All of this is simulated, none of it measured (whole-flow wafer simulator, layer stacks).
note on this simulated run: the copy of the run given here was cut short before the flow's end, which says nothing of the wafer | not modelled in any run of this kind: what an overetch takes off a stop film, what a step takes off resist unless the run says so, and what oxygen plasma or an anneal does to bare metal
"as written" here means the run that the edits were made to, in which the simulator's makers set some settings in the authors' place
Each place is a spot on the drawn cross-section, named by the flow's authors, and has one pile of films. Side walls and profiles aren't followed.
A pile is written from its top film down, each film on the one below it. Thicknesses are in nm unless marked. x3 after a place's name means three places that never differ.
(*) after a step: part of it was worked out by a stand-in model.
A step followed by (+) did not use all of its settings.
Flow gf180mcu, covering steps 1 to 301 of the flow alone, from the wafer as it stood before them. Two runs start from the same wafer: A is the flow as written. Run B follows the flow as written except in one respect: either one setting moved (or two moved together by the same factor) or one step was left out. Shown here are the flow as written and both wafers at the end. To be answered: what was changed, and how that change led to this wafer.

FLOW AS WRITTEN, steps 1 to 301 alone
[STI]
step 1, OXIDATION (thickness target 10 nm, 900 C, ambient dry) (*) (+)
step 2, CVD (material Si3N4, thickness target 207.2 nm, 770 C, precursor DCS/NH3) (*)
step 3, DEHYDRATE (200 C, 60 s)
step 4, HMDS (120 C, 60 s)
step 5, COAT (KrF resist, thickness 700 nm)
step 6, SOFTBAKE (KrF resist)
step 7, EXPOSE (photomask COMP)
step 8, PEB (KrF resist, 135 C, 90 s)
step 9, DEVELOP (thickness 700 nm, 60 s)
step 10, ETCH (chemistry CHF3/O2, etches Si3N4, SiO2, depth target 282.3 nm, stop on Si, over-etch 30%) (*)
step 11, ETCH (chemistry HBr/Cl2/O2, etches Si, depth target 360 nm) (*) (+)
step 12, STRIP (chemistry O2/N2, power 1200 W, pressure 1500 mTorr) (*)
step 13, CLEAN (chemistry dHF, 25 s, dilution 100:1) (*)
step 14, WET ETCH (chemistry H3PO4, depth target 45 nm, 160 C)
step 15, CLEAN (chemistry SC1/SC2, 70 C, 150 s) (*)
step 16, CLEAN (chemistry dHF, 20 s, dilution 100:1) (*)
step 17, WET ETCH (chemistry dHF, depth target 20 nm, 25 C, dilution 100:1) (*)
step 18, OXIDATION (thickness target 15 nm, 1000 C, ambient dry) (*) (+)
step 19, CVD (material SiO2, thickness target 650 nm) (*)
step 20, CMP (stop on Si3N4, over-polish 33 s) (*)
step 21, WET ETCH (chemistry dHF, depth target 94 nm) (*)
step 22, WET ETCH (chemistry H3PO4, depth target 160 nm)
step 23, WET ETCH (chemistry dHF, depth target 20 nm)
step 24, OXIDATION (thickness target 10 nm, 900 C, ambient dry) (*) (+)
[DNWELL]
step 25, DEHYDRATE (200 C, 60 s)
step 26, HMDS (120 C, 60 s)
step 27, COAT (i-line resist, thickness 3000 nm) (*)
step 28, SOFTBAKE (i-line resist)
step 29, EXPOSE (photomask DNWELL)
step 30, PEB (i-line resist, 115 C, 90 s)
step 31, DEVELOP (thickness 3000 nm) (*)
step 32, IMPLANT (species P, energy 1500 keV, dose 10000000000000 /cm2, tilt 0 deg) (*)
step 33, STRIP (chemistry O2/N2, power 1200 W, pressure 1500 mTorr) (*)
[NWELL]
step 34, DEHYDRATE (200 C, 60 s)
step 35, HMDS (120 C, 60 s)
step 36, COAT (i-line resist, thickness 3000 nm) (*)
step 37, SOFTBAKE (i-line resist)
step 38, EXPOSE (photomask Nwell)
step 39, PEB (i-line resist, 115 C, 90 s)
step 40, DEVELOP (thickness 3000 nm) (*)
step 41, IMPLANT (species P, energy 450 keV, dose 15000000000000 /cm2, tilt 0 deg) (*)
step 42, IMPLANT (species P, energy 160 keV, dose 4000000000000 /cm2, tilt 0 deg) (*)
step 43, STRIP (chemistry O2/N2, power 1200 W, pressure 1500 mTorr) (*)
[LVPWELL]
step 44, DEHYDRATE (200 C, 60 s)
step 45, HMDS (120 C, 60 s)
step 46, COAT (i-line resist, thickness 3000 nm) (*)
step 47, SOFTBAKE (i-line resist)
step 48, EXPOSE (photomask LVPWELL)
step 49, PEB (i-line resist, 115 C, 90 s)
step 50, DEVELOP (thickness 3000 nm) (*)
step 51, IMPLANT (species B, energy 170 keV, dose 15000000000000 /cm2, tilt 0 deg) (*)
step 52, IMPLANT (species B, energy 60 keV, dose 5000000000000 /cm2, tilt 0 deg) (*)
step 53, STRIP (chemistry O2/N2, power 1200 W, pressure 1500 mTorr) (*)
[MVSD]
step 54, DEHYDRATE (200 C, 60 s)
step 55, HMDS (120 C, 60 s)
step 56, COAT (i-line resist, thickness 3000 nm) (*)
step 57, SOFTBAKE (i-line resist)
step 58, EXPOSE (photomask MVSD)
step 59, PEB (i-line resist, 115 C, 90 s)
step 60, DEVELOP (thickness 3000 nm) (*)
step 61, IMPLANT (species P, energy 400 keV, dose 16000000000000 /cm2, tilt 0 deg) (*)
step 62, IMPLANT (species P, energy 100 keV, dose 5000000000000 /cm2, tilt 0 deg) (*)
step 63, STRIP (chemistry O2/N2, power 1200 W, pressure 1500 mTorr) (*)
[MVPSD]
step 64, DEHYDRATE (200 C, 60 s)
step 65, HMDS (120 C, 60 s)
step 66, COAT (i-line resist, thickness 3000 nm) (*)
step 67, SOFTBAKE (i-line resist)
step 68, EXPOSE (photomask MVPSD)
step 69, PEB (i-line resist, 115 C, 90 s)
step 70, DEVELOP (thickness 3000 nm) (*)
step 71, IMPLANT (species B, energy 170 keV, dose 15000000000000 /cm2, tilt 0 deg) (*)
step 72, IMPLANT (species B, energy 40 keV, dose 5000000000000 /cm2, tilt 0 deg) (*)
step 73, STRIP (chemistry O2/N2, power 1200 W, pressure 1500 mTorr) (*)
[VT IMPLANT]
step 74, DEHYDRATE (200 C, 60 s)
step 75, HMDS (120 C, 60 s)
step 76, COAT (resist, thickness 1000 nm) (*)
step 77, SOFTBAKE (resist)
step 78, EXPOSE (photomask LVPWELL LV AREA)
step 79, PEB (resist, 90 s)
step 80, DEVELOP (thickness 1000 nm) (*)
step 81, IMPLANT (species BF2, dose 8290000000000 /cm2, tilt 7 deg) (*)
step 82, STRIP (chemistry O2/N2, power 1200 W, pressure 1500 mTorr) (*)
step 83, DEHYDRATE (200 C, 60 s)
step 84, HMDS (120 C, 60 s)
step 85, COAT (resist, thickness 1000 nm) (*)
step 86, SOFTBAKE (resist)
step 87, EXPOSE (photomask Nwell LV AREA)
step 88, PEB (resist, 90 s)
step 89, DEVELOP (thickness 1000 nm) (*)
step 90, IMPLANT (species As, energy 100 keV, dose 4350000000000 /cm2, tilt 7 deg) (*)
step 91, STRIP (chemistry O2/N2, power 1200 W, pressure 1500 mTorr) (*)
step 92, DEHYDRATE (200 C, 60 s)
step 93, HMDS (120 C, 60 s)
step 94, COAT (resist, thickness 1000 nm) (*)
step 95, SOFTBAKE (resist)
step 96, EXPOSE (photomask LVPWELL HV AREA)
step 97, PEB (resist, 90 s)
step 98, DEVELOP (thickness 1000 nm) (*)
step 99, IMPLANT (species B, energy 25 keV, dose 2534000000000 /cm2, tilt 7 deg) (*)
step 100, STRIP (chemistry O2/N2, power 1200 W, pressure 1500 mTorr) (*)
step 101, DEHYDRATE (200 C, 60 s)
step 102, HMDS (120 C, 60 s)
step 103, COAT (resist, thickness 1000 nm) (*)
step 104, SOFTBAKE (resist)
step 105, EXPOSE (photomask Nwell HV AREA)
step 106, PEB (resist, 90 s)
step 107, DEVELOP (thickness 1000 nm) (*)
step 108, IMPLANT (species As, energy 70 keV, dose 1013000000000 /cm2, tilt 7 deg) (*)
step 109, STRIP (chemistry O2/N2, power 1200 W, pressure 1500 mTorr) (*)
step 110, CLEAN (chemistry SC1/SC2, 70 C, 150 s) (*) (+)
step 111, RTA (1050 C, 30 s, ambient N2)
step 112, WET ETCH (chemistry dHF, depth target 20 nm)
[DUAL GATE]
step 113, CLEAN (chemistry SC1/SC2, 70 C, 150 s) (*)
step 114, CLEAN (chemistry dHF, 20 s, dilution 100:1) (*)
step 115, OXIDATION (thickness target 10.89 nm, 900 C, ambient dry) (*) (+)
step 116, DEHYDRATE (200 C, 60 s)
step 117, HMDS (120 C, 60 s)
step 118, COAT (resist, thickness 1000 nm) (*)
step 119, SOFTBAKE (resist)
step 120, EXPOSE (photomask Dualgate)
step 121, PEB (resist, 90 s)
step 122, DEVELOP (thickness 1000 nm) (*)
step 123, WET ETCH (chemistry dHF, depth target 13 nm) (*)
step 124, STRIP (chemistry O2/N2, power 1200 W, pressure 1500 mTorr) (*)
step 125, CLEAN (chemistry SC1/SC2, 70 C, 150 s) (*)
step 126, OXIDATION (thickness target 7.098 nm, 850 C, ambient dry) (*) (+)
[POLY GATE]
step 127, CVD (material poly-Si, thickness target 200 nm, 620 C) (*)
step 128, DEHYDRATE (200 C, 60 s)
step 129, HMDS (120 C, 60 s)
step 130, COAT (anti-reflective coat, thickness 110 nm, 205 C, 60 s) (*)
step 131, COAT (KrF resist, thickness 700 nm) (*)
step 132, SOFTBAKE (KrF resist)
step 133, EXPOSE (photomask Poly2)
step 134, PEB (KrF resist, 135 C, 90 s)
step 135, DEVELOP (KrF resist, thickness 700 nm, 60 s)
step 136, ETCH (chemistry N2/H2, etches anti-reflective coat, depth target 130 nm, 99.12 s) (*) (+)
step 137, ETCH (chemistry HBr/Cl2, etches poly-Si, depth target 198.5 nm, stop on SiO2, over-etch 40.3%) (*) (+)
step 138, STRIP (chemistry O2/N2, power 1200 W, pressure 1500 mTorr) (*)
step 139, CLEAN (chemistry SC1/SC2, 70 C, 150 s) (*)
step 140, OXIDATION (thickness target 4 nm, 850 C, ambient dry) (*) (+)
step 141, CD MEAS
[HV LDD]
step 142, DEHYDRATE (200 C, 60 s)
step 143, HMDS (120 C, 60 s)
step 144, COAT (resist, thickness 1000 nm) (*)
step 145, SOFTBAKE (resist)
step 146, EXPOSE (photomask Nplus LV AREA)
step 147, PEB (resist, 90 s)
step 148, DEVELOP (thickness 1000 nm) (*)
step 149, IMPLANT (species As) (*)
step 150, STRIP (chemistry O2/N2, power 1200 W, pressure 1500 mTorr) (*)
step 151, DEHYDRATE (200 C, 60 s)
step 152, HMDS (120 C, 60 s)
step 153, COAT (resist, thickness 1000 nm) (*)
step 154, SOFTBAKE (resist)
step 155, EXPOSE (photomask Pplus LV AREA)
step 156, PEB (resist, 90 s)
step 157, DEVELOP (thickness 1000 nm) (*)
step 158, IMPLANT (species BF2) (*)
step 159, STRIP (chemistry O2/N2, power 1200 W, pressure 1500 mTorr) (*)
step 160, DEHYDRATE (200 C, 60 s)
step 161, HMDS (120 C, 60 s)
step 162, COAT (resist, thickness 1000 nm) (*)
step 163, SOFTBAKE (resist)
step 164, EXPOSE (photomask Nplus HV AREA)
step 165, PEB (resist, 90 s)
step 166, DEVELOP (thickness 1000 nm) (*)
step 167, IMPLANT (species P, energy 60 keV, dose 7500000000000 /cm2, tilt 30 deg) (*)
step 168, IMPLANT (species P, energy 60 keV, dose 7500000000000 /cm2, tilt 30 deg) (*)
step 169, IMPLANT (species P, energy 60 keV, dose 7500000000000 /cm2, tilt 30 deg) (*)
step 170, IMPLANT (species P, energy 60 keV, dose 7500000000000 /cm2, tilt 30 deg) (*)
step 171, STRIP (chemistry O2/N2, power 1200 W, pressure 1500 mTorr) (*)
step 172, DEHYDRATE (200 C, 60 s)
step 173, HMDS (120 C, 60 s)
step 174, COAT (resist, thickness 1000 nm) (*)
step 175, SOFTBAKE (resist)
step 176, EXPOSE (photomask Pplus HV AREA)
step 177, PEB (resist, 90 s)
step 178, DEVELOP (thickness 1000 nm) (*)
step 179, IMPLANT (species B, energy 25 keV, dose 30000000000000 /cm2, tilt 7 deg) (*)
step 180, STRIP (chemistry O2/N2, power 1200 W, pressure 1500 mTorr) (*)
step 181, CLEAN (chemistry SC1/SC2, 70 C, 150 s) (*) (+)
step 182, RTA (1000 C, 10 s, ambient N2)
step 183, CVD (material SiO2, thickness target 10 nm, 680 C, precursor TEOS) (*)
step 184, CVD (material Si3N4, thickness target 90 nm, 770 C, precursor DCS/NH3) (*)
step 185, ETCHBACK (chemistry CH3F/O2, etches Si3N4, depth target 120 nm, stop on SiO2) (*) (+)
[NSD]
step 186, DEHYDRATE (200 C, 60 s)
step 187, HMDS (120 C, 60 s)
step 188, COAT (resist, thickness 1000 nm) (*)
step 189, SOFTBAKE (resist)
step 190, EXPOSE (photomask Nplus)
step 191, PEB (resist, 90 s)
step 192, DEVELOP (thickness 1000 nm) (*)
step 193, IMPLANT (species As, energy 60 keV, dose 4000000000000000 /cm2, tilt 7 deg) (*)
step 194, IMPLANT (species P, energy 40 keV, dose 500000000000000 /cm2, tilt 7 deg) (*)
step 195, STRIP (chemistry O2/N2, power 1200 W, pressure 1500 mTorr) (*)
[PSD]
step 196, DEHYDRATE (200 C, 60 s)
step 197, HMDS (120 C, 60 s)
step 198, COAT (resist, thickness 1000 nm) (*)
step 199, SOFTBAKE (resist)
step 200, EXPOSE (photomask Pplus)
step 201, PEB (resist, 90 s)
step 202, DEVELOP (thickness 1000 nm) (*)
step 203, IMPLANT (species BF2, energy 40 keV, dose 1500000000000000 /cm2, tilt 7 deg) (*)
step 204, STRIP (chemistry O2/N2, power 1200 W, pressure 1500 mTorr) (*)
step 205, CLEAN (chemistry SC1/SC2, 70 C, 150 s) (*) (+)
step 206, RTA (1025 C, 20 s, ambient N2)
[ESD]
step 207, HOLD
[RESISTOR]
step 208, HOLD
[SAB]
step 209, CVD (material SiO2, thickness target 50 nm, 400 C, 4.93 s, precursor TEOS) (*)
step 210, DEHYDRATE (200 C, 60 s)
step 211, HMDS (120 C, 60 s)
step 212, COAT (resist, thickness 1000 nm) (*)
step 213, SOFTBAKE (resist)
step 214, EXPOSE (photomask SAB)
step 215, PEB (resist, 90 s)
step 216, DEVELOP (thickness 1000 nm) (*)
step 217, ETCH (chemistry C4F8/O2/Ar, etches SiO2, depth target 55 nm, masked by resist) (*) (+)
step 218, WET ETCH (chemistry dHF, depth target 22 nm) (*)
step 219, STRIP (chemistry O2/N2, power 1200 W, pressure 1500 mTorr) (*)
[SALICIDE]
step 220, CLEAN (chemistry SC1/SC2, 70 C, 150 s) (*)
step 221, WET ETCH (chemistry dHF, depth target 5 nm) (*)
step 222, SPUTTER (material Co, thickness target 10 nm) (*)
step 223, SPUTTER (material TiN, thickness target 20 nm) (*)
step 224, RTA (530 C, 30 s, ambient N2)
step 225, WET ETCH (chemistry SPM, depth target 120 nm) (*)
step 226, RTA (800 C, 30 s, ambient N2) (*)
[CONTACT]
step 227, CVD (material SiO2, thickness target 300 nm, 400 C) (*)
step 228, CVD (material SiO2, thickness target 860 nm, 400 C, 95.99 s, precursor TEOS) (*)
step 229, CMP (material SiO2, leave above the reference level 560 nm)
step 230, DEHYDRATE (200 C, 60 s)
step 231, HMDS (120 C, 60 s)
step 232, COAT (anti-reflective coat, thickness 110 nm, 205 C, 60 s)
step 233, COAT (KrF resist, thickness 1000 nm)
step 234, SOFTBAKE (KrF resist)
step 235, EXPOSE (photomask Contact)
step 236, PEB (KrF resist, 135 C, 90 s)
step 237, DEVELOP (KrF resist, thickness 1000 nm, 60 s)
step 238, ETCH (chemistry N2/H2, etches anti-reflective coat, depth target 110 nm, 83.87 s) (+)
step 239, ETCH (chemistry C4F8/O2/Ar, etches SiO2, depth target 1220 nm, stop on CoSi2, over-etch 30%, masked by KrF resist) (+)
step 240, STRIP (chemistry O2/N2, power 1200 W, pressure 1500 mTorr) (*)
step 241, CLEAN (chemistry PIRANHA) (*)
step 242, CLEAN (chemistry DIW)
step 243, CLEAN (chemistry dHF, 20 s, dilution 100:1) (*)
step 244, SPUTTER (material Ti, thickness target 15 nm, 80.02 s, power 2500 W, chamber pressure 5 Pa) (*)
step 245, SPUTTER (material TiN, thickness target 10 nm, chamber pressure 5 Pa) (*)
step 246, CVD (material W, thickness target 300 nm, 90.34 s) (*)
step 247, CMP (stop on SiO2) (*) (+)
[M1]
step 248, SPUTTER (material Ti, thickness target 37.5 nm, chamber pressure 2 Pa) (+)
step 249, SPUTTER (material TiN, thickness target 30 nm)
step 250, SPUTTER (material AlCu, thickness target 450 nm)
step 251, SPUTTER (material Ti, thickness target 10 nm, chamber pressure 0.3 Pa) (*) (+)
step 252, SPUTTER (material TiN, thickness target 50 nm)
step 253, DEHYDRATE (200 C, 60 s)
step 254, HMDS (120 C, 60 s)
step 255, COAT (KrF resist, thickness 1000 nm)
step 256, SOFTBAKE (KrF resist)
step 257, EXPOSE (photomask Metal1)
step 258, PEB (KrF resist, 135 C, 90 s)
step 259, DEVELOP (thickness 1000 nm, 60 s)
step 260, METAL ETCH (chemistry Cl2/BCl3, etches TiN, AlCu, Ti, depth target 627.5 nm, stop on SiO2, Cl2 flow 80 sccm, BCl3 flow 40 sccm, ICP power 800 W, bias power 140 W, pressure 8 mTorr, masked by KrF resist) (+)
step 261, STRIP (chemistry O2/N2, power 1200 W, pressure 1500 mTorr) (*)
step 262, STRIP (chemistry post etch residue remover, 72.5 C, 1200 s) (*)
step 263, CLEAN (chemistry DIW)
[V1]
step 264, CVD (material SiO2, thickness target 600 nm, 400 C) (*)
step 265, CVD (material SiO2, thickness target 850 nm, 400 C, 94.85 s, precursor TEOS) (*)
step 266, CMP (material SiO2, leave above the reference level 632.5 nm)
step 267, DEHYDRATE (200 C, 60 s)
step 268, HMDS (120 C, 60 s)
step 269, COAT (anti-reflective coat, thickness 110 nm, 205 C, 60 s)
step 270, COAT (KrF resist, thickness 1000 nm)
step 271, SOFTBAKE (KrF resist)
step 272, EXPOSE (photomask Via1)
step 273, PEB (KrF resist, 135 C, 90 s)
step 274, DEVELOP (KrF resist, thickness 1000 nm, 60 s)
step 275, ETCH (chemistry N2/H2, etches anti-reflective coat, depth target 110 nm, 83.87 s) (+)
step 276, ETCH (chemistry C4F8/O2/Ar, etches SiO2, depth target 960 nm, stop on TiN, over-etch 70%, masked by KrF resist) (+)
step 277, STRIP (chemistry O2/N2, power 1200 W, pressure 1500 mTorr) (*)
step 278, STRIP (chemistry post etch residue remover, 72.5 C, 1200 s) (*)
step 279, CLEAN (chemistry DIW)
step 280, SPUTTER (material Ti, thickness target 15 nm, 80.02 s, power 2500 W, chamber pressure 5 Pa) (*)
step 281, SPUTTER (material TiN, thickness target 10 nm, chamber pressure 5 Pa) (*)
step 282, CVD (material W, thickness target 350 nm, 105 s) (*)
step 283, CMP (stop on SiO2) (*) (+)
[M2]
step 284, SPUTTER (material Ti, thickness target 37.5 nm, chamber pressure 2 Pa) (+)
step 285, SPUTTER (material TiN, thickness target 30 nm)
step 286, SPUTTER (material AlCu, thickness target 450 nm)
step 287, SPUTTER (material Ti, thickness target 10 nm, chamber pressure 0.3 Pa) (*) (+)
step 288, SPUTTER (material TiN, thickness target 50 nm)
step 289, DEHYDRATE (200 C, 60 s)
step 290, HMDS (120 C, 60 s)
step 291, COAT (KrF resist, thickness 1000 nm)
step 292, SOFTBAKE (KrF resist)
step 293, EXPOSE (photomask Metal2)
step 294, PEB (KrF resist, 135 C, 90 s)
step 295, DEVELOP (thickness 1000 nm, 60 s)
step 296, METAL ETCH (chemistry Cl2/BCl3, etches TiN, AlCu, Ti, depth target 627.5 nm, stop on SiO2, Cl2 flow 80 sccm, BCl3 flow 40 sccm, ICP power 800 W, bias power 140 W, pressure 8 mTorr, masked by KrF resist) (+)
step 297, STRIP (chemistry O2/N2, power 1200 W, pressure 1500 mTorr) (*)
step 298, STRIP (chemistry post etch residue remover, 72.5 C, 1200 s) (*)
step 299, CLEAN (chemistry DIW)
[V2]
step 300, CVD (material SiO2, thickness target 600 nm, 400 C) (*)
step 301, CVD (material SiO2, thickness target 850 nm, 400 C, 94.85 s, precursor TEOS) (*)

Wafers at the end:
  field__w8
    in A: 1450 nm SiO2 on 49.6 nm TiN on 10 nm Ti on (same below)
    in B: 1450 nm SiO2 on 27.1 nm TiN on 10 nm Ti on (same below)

The reason: step 288, SPUTTER: thickness target 27.5 nm was run, though the flow has thickness target 50 nm.

Step by step, how the change led to this:
  step 288, SPUTTER (material TiN, thickness target 50 nm)
      field, field__w1, field__w2 and 108 more: A +50 TiN (new film) | B +27.5 TiN (new film)
  step 296, METAL ETCH (chemistry Cl2/BCl3, etches TiN, AlCu, Ti, depth target 627.5 nm, stop on SiO2, Cl2 flow 80 sccm, BCl3 flow 40 sccm, ICP power 800 W, bias power 140 W, pressure 8 mTorr, masked by KrF resist) (+)
      field, field__w1, field__w2 and 103 more: A -50 TiN (all of it), -10 Ti (all of it), -450 AlCu (all of it), -30 TiN (all of it), -37.5 Ti (all of it) | B -27.5 TiN (all of it), -10 Ti (all of it), -450 AlCu (all of it), -30 TiN (all of it), -37.5 Ti (all of it)
